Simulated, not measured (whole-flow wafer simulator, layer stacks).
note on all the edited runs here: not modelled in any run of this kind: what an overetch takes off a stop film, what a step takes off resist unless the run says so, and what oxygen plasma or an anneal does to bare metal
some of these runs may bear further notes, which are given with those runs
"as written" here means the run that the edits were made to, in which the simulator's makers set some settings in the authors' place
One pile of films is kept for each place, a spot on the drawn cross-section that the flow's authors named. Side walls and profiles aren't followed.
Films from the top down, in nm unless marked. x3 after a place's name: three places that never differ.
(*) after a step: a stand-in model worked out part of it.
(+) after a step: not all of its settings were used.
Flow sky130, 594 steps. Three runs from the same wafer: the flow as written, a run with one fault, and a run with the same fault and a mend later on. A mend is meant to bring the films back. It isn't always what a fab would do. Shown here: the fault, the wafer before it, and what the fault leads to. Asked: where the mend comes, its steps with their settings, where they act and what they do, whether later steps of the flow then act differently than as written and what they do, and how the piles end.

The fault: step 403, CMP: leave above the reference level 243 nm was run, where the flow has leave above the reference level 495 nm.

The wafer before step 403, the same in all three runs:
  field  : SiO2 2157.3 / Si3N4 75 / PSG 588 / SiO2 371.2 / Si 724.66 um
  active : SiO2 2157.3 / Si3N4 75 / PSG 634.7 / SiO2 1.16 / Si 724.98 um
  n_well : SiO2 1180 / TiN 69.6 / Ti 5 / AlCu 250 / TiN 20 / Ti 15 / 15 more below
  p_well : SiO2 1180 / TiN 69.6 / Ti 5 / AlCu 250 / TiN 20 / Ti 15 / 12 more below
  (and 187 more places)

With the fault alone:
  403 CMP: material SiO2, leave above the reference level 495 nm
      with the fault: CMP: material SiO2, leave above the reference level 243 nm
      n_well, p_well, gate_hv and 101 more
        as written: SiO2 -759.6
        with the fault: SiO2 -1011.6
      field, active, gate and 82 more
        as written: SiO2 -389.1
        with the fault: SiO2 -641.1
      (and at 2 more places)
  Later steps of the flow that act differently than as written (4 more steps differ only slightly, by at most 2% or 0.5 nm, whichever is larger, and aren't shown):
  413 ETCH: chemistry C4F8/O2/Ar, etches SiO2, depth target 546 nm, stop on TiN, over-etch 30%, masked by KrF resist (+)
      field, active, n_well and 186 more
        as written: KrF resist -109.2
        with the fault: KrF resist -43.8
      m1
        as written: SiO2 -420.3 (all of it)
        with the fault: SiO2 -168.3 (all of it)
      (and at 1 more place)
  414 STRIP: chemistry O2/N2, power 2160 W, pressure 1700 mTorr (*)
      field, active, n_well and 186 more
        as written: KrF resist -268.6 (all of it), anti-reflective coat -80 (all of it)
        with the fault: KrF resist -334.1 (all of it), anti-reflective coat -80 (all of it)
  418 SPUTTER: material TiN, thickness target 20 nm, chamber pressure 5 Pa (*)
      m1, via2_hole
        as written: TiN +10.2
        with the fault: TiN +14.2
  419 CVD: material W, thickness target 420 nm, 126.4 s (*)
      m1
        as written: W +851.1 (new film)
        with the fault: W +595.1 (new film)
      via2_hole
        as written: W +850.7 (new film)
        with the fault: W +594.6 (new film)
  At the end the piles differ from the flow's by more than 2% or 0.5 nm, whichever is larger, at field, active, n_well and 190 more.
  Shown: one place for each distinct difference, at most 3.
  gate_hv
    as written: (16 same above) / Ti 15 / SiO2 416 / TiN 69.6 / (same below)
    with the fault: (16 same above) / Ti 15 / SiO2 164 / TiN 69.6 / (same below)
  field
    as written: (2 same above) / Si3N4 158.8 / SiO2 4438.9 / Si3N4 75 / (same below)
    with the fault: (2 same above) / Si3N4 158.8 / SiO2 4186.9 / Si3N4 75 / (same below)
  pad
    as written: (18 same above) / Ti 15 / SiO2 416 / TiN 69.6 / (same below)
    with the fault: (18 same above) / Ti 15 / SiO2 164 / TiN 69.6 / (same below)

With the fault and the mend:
  The mend comes after step 403.
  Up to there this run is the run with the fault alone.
  403a HDPCVD: thickness target 252 nm (*) (the flow's step 402 once more, with other settings)
      field, active, n_well and 188 more
        SiO2 +252
  No later step of the flow acts differently than as written, at any place that is followed, by more than 2% or 0.5 nm, whichever is larger.
  At the end the piles are the same as the flow's at every place that both follow.
